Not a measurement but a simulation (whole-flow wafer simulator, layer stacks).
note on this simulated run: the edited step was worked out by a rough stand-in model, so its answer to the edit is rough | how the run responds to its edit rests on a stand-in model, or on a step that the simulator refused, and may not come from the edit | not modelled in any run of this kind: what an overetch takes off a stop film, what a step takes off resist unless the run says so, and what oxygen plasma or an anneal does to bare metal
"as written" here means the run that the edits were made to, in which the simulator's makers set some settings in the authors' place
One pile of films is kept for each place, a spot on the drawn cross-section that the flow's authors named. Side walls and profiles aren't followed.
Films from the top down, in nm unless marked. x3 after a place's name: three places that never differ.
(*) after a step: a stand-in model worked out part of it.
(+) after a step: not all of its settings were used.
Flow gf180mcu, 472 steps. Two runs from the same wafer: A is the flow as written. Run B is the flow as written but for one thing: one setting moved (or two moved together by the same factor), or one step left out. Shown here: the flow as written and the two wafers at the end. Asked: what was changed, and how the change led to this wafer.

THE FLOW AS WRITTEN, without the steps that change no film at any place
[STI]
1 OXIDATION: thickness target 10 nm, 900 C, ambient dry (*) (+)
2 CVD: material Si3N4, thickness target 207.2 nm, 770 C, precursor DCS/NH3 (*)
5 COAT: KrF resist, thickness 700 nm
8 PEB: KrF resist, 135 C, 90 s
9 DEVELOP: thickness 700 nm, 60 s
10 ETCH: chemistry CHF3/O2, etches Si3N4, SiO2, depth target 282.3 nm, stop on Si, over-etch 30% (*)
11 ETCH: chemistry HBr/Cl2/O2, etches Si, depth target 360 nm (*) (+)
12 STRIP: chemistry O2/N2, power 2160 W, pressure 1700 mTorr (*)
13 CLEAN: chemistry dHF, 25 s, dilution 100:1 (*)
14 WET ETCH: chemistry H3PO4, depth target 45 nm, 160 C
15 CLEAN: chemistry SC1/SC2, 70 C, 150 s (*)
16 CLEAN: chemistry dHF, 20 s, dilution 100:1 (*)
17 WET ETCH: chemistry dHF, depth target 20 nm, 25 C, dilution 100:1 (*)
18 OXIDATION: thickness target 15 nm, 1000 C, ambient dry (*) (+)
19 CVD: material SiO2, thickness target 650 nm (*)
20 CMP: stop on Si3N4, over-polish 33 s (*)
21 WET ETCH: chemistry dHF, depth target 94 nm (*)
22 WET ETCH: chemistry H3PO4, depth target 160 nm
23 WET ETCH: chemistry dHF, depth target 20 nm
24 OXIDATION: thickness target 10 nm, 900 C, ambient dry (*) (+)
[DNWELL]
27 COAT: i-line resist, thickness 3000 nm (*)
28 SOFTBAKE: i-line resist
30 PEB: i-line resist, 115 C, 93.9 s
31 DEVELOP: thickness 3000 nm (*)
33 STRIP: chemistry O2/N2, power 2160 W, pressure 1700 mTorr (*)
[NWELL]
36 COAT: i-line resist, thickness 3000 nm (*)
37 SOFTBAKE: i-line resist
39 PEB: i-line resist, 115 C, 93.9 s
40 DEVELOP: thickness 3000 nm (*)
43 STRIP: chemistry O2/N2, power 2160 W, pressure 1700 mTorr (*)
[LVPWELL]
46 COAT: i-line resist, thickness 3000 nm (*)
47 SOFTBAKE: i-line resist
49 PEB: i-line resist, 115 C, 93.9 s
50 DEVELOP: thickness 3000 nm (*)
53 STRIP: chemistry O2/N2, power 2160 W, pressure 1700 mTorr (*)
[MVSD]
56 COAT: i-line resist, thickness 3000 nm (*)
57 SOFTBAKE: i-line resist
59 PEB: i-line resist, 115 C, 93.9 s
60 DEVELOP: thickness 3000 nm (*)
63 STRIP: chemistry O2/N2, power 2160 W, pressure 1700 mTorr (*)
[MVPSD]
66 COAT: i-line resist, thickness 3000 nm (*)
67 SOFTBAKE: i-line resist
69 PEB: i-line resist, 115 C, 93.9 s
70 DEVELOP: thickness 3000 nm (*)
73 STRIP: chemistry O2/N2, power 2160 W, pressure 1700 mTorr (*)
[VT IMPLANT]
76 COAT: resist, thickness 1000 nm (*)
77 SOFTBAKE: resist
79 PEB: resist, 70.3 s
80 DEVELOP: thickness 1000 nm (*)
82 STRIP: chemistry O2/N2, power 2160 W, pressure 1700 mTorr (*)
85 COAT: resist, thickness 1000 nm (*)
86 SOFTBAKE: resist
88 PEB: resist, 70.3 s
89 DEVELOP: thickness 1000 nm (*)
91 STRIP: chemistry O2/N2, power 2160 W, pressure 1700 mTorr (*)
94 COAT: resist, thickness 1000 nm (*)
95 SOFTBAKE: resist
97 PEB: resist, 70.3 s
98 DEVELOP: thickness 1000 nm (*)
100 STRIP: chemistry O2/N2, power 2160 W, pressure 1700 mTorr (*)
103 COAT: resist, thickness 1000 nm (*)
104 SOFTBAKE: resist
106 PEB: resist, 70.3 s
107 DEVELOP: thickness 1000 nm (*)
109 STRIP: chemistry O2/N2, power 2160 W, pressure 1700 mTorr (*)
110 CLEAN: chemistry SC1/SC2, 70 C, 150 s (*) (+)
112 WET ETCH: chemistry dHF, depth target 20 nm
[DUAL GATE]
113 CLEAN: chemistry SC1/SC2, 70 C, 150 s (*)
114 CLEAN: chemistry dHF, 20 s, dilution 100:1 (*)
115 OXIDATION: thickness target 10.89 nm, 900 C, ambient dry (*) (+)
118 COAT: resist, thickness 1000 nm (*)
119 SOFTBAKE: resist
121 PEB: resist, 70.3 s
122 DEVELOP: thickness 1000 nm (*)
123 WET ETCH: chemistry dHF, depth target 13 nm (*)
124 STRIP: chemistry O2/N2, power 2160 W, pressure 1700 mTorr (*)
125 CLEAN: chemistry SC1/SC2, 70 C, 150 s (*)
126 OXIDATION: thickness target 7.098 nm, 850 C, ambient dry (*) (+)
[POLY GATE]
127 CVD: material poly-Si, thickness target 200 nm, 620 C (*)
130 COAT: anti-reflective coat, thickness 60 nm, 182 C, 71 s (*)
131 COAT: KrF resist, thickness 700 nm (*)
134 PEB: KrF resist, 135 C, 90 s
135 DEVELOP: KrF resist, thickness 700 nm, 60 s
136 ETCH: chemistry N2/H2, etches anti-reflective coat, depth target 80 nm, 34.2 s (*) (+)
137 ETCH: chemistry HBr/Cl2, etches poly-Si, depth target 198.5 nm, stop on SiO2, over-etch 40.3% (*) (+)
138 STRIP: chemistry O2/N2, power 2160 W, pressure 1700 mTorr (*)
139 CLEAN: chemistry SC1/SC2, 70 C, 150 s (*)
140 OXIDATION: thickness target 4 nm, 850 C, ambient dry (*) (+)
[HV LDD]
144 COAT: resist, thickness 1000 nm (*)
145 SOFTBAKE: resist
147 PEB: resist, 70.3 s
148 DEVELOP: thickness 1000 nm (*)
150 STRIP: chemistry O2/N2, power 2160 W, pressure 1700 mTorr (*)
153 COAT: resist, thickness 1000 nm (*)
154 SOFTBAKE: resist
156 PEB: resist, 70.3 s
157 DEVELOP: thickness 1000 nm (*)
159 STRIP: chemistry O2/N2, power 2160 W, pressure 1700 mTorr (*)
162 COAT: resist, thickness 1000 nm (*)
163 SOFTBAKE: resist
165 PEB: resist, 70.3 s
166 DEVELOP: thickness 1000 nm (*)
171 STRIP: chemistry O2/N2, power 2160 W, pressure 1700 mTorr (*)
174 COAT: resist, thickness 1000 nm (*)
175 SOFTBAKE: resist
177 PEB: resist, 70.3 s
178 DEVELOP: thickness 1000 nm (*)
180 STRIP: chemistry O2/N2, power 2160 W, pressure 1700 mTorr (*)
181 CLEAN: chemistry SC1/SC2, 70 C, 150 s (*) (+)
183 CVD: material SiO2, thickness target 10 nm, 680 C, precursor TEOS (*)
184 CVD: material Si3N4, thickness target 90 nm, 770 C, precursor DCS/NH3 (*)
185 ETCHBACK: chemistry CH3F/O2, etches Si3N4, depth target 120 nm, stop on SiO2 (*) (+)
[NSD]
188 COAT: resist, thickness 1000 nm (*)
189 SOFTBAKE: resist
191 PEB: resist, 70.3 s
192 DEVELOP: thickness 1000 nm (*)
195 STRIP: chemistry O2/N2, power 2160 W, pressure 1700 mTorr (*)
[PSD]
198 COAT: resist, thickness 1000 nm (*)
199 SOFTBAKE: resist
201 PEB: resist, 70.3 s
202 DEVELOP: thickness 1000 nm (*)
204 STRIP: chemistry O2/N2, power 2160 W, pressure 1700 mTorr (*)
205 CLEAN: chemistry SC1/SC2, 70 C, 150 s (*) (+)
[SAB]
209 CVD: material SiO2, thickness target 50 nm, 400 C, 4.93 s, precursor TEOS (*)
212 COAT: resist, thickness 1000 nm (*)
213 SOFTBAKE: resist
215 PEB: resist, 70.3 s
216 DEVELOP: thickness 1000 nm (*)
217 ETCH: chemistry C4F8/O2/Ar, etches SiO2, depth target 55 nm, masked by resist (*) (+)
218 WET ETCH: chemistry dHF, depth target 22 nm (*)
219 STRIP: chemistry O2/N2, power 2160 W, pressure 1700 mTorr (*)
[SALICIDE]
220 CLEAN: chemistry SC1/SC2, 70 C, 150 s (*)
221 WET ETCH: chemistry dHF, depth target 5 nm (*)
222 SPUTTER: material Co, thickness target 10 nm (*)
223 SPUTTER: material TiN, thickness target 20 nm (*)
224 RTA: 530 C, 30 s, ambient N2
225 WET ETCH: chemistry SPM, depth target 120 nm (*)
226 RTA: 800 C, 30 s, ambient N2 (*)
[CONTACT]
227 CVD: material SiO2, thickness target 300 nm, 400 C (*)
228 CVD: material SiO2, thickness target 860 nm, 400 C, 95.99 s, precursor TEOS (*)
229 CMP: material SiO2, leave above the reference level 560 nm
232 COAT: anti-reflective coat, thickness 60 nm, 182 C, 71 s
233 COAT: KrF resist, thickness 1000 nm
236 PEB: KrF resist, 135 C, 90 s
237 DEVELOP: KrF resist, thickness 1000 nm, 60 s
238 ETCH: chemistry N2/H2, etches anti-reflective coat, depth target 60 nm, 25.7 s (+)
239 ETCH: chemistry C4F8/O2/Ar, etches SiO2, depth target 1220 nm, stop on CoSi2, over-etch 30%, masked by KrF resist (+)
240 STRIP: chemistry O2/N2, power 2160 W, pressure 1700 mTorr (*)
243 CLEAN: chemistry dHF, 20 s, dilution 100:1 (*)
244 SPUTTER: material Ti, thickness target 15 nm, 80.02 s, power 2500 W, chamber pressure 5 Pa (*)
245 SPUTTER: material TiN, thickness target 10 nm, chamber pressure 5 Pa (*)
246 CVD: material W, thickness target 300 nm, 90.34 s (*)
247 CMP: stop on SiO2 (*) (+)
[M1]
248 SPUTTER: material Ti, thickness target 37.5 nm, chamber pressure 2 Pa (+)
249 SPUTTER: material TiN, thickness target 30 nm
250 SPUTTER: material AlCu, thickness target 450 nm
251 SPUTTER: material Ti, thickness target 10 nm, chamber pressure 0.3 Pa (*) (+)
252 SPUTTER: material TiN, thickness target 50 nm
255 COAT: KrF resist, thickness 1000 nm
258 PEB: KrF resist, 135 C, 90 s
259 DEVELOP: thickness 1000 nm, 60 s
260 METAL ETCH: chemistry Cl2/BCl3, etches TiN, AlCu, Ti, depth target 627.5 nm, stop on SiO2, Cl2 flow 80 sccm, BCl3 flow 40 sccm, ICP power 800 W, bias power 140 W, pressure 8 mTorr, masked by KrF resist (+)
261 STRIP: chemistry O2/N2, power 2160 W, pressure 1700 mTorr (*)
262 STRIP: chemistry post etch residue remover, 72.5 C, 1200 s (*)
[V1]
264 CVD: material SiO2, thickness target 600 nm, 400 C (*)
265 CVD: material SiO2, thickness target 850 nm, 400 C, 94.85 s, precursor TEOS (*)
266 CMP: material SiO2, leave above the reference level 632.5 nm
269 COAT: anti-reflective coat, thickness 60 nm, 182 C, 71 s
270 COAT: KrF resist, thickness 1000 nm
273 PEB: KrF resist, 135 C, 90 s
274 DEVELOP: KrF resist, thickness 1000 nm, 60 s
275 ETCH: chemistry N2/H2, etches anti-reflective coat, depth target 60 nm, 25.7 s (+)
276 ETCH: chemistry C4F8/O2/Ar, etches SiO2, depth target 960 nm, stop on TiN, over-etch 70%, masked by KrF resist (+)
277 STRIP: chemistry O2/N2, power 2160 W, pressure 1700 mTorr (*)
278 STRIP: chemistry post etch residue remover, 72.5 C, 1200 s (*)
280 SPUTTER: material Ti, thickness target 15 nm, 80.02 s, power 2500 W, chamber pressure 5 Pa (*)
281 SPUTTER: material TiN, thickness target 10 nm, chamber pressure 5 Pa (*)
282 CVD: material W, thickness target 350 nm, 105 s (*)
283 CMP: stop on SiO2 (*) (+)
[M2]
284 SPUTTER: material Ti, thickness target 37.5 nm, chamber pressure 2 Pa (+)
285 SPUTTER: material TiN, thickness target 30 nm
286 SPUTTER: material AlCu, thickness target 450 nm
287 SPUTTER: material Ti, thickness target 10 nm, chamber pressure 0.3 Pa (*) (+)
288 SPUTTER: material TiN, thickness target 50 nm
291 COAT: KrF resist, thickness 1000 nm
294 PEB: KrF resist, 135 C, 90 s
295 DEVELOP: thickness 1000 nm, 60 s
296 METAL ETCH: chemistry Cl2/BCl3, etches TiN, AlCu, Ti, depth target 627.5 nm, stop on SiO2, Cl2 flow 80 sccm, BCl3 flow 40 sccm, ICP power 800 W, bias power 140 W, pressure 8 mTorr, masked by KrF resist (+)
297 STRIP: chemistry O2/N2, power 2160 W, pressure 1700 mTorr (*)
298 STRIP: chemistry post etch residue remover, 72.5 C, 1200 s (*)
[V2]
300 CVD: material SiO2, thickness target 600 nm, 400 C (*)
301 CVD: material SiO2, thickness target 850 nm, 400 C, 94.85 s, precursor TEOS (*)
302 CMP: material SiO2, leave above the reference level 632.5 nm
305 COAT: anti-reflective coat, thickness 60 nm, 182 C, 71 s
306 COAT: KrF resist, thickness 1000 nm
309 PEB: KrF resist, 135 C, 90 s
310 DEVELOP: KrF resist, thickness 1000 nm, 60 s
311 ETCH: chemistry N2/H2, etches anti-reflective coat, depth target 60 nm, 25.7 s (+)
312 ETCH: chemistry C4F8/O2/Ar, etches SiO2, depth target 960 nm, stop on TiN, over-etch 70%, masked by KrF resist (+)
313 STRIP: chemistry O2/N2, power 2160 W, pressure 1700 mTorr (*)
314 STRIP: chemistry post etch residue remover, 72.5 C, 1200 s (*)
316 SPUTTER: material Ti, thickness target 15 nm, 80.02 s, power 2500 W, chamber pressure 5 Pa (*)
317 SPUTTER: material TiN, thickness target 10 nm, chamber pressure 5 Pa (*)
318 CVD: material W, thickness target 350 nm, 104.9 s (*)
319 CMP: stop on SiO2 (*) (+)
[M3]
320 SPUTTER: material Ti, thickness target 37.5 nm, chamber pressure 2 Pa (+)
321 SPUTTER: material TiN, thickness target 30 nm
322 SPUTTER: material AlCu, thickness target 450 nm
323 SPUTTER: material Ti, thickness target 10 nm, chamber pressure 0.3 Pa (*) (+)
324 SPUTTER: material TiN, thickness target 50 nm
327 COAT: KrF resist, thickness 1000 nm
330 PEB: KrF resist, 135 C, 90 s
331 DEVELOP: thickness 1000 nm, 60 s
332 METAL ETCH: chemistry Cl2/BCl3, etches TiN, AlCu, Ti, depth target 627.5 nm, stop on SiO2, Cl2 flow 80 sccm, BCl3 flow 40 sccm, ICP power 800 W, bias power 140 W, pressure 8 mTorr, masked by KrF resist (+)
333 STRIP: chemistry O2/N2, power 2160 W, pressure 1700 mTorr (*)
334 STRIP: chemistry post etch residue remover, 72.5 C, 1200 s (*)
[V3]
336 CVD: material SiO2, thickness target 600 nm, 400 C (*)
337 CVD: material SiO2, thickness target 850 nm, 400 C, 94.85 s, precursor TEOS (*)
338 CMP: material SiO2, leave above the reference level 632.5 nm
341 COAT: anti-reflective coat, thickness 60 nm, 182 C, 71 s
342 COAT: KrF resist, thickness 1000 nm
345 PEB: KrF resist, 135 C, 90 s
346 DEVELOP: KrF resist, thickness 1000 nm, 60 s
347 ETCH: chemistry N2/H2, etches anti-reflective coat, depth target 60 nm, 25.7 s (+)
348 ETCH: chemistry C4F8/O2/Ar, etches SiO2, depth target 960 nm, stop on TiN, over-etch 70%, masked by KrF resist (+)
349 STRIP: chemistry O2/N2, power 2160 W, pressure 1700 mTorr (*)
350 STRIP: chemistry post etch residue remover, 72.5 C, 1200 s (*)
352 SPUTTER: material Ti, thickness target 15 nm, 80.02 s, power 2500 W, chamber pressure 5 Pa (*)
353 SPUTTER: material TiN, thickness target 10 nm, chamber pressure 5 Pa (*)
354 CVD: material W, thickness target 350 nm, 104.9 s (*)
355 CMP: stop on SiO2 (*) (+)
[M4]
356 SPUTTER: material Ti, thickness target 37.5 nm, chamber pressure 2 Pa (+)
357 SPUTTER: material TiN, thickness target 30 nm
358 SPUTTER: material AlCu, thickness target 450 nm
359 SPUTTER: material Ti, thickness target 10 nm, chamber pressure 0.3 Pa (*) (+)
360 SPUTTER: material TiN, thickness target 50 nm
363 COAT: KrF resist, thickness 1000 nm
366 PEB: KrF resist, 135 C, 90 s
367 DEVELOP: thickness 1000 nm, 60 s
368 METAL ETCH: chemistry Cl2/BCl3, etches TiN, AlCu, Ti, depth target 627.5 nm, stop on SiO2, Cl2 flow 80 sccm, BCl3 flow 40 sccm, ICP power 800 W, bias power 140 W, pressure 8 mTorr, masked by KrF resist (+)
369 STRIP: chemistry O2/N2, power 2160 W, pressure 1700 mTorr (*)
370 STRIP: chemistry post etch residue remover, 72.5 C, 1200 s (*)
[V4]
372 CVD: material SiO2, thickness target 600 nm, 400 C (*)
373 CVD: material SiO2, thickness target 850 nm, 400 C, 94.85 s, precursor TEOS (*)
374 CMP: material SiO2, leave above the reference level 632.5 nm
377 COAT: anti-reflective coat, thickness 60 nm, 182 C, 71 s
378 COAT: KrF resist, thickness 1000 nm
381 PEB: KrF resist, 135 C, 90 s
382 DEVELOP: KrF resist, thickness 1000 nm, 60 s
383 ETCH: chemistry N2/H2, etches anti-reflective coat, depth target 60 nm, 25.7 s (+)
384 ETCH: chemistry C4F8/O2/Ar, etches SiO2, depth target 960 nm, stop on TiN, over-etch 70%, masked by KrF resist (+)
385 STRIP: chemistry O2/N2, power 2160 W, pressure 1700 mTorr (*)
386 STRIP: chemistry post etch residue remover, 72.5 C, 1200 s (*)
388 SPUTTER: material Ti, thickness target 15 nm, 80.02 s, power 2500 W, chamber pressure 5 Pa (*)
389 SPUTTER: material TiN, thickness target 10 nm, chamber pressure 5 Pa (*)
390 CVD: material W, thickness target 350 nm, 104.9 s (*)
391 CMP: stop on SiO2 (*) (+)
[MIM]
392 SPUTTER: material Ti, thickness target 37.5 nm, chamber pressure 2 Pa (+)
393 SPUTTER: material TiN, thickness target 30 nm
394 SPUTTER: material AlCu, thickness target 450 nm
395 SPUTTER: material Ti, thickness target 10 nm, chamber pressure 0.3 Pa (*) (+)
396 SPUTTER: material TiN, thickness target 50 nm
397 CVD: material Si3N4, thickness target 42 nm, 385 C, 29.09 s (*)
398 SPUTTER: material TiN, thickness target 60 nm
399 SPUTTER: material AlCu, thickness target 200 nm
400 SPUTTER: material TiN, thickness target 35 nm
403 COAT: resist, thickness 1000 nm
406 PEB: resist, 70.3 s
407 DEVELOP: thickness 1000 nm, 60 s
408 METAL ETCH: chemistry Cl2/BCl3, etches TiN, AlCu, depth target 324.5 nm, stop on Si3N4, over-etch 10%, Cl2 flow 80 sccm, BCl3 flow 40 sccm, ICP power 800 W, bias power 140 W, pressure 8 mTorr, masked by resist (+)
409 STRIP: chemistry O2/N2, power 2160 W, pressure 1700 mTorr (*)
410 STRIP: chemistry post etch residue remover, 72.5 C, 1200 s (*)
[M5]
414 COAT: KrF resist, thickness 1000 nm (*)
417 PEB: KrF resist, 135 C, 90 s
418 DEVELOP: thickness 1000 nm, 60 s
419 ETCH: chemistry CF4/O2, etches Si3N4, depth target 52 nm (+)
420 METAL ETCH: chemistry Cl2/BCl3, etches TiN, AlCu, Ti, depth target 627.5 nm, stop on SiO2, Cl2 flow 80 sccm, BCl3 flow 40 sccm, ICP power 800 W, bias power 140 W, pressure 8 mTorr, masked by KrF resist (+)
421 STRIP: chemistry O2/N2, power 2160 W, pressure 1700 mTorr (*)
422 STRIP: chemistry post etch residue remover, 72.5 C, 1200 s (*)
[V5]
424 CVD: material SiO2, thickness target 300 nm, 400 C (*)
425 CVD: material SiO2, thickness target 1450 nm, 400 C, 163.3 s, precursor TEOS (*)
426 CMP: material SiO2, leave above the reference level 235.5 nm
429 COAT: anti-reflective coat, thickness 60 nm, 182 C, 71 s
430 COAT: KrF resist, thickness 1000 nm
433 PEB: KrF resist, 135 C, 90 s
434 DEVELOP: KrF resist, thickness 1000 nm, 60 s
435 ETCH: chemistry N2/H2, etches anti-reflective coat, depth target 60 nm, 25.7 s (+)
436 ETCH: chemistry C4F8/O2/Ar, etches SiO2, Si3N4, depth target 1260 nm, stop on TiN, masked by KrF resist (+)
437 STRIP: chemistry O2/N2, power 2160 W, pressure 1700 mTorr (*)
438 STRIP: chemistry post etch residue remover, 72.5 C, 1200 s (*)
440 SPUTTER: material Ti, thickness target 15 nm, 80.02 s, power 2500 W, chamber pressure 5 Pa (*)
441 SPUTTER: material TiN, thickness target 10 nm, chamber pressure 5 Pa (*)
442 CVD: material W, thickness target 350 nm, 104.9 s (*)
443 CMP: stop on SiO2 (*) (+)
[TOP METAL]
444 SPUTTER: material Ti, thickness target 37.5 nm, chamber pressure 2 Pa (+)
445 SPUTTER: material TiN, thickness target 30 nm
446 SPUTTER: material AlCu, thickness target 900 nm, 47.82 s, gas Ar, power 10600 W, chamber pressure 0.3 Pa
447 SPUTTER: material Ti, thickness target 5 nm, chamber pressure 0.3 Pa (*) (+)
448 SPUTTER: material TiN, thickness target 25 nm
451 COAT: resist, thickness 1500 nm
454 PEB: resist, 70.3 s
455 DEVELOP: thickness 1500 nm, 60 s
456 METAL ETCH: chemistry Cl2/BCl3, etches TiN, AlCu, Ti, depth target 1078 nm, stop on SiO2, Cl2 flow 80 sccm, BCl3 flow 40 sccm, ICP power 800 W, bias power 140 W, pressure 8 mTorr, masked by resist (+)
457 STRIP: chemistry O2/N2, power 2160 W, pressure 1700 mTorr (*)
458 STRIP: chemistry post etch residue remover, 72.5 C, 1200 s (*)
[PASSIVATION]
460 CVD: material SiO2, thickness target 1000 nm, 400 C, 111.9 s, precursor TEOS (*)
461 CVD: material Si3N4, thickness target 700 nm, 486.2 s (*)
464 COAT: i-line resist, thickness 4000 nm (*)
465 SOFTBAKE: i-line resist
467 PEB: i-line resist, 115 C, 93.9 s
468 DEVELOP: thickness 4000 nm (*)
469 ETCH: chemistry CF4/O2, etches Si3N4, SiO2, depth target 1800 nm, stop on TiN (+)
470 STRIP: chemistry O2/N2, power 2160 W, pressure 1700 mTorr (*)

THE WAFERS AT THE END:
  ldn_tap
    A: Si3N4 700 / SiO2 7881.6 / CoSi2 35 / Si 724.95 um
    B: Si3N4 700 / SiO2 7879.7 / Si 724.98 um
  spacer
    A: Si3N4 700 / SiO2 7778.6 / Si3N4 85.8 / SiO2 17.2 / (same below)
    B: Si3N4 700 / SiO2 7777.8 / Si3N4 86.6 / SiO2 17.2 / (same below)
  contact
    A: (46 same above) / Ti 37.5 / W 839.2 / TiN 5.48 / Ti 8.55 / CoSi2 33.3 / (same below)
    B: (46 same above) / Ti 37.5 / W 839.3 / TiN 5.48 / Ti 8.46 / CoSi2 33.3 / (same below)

The cause: step 217, ETCH: depth target 25.8 nm was run, where the flow has depth target 55 nm.

How the change led to this, step by step:
  217 ETCH: chemistry C4F8/O2/Ar, etches SiO2, depth target 55 nm, masked by resist (*) (+)
      spacer: A SiO2 -50 (all of it), Si3N4 -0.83 | B SiO2 -25.8
      field, field__w1, field__w2 and 96 more: A SiO2 -55 | B SiO2 -25.8
      (and at 11 more places)
  218 WET ETCH: chemistry dHF, depth target 22 nm (*)
      ldn_tap, ldn_src, ldn_drn, ldp_tap, ldp_src, ldp_drn, ldp_gr: A SiO2 -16 (all of it) | B SiO2 -41.8
      ld_drn_n, ld_sd_p: A SiO2 -14.8 (all of it) | B SiO2 -40.9
      (and at 91 more places)
  219 STRIP: chemistry O2/N2, power 2160 W, pressure 1700 mTorr (*)
      active_hv, active_nat, ld_sd_n and 11 more: A chemical SiO2 +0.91 (new film), Si -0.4 | B nothing
  221 WET ETCH: chemistry dHF, depth target 5 nm (*)
      active_hv, sd_p_hv, ldn_tap and 6 more: A chemical SiO2 -0.76 (all of it) | B SiO2 -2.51
      active_nat: A chemical SiO2 -0.76 (all of it) | B SiO2 -2.67 (all of it)
      (and at 4 more places)
  223 SPUTTER: material TiN, thickness target 20 nm (*)
      field__w12: A TiN +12 (new film) | B TiN +12.8 (new film)
      ld_sd_n: A TiN +15.5 (new film) | B TiN +16.1 (new film)
  224 RTA: 530 C, 30 s, ambient N2
      ldn_tap, ldn_src, ldn_drn, ldp_tap, ldp_src, ldp_drn, ldp_gr: A under 1 film: CoSi +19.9 (new film), Co -10 (all of it), Si -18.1 | B nothing
  225 WET ETCH: chemistry SPM, depth target 120 nm (*)
      ldn_tap, ldn_src, ldn_drn, ldp_tap, ldp_src, ldp_drn, ldp_gr: A TiN -20 (all of it) | B TiN -20 (all of it), Co -10 (all of it)
      field__w12: A TiN -12 (all of it), Co -6.15 (all of it) | B TiN -12.8 (all of it), Co -6.47 (all of it)
      (and at 1 more place)
  226 RTA: 800 C, 30 s, ambient N2 (*)
      ldn_tap, ldn_src, ldn_drn, ldp_tap, ldp_src, ldp_drn, ldp_gr: A CoSi2 +35 (new film), CoSi -19.9 (all of it), Si -18.1 | B nothing
  227 CVD: material SiO2, thickness target 300 nm, 400 C (*)
      ldn_tap, ldn_src, ldn_drn, ldp_tap, ldp_src, ldp_drn, ldp_gr: A SiO2 +300 (new film) | B SiO2 +300
  229 CMP: material SiO2, leave above the reference level 560 nm
      ldn_sep__w1, ldn_sep__w2, ldn_dft and 8 more: A SiO2 -311 | B SiO2 -321.9
      sti, mim_1p0, pad, dice_street, iso_nw_fld, iso_fld_sub: A SiO2 -296.8 | B SiO2 -307.7
      (and at 34 more places)
Counting metal films that touch as one body, ldn_tap has 0 bodies; the flow as written gives 1 body.
